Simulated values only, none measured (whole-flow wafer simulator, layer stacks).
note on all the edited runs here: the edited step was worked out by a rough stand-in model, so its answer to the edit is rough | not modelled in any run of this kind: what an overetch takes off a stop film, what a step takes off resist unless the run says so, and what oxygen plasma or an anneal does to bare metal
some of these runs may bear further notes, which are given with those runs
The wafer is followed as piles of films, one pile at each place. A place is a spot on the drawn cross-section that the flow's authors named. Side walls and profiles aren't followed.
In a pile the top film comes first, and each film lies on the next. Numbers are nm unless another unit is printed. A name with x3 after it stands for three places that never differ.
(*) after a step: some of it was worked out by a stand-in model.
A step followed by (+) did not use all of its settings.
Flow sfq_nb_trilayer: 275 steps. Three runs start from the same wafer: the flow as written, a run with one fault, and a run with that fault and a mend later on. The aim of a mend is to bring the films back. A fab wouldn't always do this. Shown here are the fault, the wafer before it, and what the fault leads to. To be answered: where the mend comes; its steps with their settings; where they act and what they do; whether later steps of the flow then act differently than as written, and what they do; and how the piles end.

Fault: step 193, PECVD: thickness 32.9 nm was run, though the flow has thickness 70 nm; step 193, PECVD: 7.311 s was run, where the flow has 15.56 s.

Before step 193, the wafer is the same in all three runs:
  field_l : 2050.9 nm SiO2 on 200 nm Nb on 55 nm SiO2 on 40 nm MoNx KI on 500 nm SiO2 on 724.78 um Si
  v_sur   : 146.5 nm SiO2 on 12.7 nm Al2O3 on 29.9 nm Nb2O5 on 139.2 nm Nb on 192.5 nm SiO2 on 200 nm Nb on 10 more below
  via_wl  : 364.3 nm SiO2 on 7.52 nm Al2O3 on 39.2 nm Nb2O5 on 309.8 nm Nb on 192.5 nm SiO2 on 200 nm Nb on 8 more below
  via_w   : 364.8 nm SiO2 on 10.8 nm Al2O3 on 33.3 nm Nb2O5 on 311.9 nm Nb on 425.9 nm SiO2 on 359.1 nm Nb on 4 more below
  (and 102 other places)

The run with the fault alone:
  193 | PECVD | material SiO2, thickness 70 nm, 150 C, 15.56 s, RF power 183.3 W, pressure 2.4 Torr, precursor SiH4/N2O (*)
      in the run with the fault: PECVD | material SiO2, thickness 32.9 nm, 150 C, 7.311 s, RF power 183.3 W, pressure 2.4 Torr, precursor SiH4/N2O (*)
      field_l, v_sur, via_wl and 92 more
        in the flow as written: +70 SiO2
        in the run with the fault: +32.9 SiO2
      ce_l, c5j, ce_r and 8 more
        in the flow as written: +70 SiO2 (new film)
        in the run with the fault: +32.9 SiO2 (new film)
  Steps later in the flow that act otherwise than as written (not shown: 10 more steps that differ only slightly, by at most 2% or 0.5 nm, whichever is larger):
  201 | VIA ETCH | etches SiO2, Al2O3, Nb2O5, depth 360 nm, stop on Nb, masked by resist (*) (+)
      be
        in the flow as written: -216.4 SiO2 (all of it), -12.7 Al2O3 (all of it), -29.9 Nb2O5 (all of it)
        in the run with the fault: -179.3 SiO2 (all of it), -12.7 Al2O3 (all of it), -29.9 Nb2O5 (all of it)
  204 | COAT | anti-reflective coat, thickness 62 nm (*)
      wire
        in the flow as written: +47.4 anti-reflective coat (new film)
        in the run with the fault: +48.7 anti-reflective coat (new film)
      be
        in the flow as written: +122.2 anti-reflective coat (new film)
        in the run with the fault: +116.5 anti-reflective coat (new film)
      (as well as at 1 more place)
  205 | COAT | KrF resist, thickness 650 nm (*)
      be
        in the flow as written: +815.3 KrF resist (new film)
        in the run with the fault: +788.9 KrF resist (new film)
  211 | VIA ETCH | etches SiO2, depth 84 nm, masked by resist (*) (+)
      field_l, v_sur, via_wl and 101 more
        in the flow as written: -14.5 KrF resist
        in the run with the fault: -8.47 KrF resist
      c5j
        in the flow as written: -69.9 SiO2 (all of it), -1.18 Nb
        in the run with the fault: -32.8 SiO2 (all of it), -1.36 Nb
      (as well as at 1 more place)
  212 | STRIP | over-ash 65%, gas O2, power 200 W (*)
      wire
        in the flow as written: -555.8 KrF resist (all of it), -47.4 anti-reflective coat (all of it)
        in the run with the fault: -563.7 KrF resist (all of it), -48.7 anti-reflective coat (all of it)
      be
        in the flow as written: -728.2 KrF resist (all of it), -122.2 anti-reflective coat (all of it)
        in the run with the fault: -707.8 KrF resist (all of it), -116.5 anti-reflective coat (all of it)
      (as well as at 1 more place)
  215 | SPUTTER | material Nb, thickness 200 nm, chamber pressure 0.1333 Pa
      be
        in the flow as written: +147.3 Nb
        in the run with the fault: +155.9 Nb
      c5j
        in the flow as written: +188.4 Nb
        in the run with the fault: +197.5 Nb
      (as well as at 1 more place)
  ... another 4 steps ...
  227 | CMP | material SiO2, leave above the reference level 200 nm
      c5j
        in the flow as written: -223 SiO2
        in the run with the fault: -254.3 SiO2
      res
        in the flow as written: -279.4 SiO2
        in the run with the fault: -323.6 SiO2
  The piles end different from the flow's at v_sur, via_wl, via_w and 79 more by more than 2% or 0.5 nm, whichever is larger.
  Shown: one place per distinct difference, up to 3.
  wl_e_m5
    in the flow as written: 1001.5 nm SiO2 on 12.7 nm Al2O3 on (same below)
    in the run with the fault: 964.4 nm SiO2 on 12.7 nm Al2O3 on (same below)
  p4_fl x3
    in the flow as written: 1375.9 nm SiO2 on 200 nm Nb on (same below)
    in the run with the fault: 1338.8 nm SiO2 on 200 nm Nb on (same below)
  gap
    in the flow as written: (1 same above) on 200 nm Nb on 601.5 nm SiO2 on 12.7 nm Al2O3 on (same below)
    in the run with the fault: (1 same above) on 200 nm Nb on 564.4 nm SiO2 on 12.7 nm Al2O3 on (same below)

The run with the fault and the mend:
  After step 193 comes the mend.
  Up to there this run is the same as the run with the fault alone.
  193a | PECVD | material SiO2, thickness 37.1 nm, 150 C, 8.244 s, RF power 183.3 W, pressure 2.4 Torr, precursor SiH4/N2O (*) (the flow's step 193, run once more with other settings)
      field_l, v_sur, via_wl and 103 more
        +37.1 SiO2
  None of the later steps of the flow differs from how it acts as written, at any place that is followed, by more than 2% or 0.5 nm, whichever is larger.
  The piles end the same as the flow's at every place that both follow.
